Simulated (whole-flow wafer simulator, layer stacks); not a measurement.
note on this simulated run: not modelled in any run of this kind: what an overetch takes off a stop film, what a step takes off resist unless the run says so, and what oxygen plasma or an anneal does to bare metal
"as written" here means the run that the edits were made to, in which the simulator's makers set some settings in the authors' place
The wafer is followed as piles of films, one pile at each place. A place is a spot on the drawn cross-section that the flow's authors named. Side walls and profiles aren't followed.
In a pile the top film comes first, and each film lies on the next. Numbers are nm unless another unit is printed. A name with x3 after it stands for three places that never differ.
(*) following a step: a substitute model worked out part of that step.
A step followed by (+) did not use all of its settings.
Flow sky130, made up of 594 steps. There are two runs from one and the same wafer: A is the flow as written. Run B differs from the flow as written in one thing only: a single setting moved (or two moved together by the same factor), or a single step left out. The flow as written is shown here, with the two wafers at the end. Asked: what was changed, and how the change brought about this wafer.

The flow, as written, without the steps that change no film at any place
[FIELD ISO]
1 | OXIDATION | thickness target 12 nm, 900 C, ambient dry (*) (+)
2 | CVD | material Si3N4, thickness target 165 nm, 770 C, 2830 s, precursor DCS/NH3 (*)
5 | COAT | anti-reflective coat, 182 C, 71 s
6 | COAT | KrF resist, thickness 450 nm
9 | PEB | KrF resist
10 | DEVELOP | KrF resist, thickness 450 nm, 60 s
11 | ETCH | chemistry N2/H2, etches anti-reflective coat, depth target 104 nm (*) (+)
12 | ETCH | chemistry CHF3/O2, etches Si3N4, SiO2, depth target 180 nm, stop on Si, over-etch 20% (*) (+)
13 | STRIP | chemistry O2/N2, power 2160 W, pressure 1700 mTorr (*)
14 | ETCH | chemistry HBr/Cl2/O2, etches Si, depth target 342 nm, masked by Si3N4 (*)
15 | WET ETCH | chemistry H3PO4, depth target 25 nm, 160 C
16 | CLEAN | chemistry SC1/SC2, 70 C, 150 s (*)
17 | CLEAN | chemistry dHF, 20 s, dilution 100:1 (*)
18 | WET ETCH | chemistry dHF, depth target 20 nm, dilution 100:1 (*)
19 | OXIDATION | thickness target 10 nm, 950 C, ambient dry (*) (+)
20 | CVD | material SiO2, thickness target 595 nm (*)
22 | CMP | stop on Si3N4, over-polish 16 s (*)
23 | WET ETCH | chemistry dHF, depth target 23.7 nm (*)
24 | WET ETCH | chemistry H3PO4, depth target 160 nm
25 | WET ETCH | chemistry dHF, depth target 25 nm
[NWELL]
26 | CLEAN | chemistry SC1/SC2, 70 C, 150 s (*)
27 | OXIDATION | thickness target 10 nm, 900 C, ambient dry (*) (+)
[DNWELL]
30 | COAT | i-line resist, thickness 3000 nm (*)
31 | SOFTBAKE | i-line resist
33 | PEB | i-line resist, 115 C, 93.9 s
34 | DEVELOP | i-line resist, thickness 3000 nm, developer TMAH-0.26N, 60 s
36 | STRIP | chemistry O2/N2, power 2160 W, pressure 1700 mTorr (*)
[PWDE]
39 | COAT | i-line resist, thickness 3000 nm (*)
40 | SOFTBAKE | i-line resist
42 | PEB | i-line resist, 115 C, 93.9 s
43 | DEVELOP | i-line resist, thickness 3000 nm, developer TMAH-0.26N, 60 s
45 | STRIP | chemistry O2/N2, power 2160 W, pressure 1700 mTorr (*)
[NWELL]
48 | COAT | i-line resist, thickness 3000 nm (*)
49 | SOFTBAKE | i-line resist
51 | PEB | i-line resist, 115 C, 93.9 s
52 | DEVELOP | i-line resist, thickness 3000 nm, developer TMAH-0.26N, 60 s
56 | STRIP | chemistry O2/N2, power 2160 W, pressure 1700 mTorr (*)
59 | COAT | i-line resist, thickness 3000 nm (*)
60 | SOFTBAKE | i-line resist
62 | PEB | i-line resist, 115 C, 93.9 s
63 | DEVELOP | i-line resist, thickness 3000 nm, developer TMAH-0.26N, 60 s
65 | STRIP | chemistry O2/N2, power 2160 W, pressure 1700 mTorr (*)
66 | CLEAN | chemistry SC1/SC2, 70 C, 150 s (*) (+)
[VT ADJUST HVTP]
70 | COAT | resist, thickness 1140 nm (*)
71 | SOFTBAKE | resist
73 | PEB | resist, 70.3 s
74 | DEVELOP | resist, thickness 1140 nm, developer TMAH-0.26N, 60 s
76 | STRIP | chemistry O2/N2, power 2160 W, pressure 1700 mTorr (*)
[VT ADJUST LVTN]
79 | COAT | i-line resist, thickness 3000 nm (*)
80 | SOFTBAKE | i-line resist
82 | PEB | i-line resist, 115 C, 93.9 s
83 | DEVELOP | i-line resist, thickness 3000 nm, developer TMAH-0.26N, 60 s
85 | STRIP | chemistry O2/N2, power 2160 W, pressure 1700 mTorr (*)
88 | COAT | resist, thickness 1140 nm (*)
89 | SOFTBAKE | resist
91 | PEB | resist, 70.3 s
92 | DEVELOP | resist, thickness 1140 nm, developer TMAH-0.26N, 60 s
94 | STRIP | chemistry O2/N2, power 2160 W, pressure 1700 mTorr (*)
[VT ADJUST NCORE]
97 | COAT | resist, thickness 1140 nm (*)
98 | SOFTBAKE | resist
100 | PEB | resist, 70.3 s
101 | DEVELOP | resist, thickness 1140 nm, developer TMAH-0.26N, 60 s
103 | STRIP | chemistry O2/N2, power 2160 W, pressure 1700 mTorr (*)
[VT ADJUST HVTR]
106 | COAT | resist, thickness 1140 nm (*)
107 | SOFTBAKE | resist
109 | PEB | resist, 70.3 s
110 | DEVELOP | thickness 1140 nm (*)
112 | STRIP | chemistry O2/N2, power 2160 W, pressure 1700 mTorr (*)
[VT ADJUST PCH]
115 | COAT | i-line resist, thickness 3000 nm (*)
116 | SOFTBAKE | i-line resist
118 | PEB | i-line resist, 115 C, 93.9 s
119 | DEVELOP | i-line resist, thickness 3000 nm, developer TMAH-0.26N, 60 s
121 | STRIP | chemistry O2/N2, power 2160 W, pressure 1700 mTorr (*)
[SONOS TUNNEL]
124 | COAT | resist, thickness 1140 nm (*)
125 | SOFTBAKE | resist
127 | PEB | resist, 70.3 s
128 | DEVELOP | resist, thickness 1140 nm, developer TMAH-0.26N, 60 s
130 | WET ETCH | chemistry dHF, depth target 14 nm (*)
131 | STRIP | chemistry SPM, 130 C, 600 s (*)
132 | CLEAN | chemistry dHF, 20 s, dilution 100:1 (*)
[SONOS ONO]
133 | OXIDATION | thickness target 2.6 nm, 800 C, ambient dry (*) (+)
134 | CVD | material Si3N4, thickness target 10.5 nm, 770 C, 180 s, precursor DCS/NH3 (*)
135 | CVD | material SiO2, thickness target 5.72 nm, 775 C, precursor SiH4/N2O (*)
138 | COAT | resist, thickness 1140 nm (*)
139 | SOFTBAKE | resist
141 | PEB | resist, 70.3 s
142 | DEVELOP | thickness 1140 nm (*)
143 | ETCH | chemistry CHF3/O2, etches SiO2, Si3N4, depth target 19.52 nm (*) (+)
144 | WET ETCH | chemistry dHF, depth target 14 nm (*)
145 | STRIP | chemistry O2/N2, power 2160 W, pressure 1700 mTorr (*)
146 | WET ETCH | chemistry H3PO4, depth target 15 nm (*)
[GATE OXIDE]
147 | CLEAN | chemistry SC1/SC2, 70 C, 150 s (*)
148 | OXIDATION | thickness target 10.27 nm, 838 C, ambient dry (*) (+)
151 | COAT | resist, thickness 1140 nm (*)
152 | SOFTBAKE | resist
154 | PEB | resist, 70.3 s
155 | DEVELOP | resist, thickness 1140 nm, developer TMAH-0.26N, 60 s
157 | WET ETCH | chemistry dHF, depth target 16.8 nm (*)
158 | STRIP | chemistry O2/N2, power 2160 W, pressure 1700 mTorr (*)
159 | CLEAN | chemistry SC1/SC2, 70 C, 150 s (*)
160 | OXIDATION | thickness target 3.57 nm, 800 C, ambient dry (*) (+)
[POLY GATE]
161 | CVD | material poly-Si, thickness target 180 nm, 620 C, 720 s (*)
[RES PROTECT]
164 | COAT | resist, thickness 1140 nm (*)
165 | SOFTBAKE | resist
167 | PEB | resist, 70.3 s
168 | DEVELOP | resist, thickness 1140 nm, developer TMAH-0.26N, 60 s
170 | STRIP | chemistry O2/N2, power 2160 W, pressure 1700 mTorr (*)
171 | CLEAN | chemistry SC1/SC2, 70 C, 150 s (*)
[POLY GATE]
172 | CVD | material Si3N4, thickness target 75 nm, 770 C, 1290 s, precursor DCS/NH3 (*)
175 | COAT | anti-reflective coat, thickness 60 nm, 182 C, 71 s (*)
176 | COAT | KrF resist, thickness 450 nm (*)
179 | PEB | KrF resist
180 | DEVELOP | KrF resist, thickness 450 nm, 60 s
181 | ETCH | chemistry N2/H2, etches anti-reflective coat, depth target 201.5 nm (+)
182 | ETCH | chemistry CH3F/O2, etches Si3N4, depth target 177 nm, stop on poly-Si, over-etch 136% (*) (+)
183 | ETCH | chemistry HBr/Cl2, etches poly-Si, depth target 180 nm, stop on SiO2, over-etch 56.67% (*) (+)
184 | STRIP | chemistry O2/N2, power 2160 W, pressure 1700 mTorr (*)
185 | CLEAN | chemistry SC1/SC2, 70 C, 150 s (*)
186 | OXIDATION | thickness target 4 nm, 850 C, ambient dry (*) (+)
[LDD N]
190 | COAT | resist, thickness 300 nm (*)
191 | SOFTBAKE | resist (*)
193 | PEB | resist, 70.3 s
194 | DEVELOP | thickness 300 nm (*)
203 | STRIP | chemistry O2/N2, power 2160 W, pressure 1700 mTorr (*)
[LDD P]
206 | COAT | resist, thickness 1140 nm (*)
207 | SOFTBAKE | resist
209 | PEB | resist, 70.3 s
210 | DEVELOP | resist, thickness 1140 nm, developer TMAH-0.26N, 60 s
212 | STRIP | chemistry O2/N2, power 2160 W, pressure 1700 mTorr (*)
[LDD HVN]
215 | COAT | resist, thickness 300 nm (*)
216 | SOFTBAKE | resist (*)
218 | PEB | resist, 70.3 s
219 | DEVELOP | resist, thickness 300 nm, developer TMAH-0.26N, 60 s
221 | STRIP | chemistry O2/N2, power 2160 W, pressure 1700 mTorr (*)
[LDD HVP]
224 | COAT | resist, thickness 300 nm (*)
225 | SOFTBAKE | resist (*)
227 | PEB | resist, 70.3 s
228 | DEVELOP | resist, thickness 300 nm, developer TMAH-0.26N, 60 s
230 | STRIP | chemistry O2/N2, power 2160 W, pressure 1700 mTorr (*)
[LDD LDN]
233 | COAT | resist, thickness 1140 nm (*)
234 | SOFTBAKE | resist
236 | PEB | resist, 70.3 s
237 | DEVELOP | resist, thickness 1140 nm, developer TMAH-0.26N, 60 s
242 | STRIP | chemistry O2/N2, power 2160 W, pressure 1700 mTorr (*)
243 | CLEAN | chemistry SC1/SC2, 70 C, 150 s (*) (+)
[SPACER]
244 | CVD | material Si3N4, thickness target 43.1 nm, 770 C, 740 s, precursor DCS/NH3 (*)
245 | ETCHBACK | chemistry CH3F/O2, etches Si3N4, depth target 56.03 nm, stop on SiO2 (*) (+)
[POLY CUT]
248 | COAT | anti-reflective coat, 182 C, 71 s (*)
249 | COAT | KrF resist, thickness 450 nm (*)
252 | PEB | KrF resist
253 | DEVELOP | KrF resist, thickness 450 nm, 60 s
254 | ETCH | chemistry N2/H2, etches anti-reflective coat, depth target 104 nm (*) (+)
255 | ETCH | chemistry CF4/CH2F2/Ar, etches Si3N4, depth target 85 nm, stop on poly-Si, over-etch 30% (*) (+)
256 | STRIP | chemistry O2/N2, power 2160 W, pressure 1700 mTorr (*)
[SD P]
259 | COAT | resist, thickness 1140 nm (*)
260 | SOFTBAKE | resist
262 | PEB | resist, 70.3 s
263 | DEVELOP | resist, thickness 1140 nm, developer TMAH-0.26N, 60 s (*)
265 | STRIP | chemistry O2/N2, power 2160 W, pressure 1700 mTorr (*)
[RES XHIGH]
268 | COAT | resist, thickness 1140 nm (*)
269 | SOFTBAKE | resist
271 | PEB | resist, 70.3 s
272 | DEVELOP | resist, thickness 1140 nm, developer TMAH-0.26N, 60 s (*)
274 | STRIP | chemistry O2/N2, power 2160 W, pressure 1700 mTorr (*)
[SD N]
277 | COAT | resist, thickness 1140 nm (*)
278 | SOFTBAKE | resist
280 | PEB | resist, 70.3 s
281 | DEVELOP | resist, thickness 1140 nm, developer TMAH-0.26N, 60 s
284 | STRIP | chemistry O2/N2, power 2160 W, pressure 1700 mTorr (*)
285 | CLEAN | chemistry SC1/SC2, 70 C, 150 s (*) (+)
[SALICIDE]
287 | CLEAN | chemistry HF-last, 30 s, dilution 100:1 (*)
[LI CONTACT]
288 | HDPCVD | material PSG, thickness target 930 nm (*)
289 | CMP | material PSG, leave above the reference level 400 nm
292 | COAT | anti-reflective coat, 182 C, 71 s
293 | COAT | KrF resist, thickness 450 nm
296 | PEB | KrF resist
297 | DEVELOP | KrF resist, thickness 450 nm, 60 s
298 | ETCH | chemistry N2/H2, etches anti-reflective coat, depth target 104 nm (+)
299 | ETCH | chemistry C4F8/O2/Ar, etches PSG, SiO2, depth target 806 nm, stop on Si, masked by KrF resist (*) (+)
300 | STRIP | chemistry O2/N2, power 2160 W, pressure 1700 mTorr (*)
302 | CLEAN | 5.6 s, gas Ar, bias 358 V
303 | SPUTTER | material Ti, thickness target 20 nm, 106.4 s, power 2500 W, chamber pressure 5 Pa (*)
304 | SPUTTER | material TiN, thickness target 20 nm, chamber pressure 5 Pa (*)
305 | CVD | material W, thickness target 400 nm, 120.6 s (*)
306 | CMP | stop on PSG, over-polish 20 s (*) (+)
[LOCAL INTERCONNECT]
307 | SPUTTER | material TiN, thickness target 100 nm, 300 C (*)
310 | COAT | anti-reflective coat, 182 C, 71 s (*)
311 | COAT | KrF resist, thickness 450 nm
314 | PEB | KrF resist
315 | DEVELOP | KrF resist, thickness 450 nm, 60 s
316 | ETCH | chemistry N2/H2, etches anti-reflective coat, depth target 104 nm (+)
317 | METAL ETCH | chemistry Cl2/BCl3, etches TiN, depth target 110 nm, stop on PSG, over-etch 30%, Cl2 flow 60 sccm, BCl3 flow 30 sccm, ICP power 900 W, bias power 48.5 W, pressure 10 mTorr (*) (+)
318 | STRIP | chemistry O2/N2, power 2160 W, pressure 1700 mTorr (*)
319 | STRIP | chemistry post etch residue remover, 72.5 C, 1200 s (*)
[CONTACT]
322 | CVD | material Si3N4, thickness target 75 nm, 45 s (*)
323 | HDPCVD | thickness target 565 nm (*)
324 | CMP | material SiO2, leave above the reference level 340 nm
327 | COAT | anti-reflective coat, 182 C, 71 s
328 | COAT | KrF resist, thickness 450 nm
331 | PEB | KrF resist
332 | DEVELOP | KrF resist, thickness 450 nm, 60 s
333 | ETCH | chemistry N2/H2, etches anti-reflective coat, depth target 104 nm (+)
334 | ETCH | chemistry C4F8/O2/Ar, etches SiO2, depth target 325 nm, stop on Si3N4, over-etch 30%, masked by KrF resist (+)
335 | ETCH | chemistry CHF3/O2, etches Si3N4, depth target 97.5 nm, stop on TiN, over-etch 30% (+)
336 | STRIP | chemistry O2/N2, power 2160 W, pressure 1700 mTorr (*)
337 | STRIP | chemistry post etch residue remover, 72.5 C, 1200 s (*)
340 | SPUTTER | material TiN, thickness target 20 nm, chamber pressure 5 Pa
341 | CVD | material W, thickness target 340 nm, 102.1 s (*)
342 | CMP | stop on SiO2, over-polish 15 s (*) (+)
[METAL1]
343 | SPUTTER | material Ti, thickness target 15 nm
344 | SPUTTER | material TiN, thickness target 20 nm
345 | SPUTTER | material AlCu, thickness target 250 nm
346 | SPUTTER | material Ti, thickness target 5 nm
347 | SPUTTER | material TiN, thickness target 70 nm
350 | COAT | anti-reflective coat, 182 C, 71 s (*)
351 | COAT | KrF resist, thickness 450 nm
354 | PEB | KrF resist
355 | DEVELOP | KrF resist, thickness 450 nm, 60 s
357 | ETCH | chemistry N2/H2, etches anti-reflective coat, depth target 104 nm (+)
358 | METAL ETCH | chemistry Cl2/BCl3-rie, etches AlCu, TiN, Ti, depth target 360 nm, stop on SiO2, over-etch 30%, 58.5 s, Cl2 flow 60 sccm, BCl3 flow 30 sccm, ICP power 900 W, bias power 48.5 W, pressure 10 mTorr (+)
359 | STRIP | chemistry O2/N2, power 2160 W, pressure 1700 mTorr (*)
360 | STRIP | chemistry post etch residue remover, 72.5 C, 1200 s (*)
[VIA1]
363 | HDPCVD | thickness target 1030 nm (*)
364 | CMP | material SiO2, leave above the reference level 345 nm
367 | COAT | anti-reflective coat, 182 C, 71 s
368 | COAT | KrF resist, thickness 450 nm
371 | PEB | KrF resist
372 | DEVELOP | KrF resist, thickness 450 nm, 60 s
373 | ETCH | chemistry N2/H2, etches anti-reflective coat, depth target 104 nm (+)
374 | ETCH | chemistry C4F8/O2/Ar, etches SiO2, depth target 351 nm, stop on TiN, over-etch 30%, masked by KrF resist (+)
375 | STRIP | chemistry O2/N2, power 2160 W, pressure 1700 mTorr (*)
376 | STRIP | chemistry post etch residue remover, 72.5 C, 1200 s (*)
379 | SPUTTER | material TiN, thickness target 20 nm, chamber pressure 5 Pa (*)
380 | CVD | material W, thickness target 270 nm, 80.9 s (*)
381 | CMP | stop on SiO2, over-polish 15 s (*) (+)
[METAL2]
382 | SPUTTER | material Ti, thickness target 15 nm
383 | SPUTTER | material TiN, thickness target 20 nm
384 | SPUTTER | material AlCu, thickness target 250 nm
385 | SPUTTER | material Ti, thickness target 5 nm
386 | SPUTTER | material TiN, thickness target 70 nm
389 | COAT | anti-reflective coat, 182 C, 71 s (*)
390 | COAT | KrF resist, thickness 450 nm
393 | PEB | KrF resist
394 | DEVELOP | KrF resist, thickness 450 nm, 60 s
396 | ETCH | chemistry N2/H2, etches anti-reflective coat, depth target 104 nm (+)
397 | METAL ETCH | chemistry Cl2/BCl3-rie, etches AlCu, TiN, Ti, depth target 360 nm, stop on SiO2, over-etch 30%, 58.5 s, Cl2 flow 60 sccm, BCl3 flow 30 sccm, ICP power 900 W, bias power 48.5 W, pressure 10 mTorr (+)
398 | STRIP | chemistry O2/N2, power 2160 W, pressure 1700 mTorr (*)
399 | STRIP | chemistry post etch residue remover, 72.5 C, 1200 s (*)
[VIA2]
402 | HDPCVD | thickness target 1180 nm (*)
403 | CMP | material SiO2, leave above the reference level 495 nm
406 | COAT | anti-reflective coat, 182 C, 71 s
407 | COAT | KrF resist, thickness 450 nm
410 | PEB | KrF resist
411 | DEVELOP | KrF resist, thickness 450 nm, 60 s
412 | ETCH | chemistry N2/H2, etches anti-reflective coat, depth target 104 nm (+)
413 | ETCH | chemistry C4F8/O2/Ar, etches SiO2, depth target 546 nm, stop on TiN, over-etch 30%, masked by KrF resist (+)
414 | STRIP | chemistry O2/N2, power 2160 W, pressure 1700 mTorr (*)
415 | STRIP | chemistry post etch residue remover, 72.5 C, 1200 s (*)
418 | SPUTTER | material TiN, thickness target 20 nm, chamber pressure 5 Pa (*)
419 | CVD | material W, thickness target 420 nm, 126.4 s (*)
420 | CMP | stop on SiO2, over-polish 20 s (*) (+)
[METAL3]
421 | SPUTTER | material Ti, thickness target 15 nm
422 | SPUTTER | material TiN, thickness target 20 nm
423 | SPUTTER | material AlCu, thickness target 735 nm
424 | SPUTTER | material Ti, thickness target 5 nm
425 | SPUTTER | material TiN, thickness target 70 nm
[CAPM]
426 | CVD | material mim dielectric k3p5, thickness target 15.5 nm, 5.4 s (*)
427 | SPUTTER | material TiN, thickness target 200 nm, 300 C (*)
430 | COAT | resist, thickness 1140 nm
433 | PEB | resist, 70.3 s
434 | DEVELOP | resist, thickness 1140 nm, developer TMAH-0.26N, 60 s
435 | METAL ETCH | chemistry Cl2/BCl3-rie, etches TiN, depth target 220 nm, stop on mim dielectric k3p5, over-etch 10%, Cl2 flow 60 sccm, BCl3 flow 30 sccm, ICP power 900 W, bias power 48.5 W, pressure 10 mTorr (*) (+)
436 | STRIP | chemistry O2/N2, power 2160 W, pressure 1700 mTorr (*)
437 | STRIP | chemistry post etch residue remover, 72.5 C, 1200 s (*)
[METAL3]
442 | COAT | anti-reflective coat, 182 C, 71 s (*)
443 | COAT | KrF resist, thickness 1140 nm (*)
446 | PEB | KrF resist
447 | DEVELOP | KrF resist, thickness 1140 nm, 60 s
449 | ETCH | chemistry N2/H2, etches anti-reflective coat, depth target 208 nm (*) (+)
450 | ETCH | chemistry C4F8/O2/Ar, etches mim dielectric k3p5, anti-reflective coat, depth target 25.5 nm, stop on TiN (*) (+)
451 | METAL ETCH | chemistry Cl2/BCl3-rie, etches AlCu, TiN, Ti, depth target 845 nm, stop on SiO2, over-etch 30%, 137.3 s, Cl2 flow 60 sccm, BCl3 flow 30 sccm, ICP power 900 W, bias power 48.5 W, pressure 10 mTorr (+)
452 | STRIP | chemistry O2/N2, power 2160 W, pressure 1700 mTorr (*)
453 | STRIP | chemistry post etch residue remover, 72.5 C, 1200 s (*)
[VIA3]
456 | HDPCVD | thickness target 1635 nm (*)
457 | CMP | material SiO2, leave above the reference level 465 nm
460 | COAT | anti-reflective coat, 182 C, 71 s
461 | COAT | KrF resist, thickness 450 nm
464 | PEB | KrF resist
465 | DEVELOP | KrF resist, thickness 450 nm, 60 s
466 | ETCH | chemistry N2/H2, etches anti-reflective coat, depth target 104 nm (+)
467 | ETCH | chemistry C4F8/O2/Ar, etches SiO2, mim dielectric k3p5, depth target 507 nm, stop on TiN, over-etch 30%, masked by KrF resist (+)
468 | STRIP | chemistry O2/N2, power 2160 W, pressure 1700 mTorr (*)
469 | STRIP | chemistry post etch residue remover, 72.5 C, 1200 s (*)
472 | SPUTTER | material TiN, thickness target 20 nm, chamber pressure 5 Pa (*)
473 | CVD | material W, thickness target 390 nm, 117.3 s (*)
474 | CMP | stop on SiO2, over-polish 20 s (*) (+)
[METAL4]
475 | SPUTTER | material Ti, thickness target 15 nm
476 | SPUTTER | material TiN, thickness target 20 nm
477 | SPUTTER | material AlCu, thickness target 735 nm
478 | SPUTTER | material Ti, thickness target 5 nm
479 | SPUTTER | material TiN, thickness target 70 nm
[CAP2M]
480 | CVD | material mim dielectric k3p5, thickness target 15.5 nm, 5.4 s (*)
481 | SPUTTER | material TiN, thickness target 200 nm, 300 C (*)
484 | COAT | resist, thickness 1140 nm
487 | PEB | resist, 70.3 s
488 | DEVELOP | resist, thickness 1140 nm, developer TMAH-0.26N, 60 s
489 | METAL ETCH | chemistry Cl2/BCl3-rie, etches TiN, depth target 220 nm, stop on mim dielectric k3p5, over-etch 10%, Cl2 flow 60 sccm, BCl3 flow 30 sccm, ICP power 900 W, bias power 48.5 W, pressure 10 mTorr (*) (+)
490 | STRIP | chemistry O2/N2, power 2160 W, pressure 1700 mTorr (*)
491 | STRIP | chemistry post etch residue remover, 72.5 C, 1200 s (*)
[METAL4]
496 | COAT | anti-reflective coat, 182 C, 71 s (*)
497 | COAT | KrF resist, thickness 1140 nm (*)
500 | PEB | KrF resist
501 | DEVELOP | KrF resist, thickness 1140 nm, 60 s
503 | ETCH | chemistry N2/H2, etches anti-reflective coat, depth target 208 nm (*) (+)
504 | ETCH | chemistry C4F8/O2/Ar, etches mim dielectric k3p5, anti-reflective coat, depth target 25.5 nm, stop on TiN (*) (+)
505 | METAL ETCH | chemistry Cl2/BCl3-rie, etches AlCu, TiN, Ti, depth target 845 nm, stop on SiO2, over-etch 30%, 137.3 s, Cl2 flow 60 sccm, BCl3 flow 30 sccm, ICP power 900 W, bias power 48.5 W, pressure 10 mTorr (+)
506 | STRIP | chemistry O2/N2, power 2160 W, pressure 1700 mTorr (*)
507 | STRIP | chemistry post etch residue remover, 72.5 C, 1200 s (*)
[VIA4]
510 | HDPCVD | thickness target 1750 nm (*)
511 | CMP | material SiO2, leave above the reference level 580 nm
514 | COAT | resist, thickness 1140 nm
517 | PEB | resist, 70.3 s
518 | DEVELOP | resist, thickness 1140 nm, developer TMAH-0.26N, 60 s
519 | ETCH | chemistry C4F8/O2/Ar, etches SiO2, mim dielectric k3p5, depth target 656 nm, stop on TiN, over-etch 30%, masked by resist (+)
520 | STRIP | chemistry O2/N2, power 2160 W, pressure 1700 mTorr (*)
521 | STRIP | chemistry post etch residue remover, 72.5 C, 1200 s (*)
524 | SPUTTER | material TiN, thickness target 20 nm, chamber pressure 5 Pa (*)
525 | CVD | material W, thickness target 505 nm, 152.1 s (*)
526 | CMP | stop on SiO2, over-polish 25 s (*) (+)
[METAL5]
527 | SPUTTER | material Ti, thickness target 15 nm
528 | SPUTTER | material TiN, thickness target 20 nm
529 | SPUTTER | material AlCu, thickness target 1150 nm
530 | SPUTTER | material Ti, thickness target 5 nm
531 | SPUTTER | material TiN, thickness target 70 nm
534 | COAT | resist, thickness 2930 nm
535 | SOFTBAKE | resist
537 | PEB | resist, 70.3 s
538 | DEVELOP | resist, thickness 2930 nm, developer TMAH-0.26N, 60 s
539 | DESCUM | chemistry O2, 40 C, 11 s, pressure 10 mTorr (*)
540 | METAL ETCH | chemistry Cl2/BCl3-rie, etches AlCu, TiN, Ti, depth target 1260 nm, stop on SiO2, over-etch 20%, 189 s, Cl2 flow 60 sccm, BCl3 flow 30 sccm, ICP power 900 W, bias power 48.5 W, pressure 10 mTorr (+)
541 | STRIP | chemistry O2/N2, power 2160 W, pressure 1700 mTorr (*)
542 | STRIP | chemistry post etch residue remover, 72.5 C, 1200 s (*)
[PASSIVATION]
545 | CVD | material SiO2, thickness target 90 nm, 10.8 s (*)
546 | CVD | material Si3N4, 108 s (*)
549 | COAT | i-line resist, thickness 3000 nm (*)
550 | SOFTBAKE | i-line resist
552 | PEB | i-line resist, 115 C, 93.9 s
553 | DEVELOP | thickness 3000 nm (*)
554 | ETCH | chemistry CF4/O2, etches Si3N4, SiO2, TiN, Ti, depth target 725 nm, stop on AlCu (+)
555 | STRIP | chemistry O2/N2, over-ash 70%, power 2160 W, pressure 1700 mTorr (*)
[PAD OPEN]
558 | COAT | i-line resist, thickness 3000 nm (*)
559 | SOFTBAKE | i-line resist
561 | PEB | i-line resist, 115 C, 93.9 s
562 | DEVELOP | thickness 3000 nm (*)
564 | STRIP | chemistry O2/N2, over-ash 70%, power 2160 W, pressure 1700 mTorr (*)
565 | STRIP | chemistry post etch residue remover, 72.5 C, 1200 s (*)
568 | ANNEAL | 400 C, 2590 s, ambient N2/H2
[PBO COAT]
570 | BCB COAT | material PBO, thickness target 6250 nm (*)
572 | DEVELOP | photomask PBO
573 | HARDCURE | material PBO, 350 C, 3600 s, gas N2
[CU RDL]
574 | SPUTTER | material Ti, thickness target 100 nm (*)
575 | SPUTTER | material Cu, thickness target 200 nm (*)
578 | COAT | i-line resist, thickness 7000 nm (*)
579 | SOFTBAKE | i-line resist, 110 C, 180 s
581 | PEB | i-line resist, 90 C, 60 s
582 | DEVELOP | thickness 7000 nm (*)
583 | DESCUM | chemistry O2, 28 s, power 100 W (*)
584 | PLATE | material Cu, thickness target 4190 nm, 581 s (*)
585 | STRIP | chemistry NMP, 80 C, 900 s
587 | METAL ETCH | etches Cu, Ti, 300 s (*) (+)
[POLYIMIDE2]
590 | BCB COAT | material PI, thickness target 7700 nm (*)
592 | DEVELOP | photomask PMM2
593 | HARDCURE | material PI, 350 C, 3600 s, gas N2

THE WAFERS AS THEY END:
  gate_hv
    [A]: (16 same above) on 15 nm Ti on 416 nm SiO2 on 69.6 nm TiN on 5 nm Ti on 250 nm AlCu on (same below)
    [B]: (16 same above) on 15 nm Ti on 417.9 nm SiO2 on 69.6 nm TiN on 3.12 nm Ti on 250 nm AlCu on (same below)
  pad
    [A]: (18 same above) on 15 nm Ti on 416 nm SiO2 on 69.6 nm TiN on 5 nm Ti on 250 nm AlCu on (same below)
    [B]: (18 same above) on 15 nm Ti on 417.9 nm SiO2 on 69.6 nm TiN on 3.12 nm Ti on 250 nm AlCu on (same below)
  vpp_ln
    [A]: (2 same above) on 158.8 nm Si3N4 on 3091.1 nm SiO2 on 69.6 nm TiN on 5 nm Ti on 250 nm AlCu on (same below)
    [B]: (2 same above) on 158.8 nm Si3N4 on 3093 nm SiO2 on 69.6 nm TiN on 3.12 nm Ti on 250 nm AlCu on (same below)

What caused this: step 385, SPUTTER: thickness target 3.12 nm was run, though the flow has thickness target 5 nm.
The wafer itself shows it: gate_hv has Ti 3.12, and step 385 as written asks for 5 nm.

How this came from the change, step by step:
  385 | SPUTTER | material Ti, thickness target 5 nm
      field, active, n_well and 188 more: A Ti gains 5 (new film) | B Ti gains 3.12 (new film)
  397 | METAL ETCH | chemistry Cl2/BCl3-rie, etches AlCu, TiN, Ti, depth target 360 nm, stop on SiO2, over-etch 30%, 58.5 s, Cl2 flow 60 sccm, BCl3 flow 30 sccm, ICP power 900 W, bias power 48.5 W, pressure 10 mTorr (+)
      field, active, gate and 82 more: A TiN loses 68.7 (all of it), Ti loses 5 (all of it), AlCu loses 250 (all of it), TiN loses 20 (all of it), Ti loses 15 (all of it), SiO2 loses 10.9 | B TiN loses 68.7 (all of it), Ti loses 3.12 (all of it), AlCu loses 250 (all of it), TiN loses 20 (all of it), Ti loses 15 (all of it), SiO2 loses 11.1
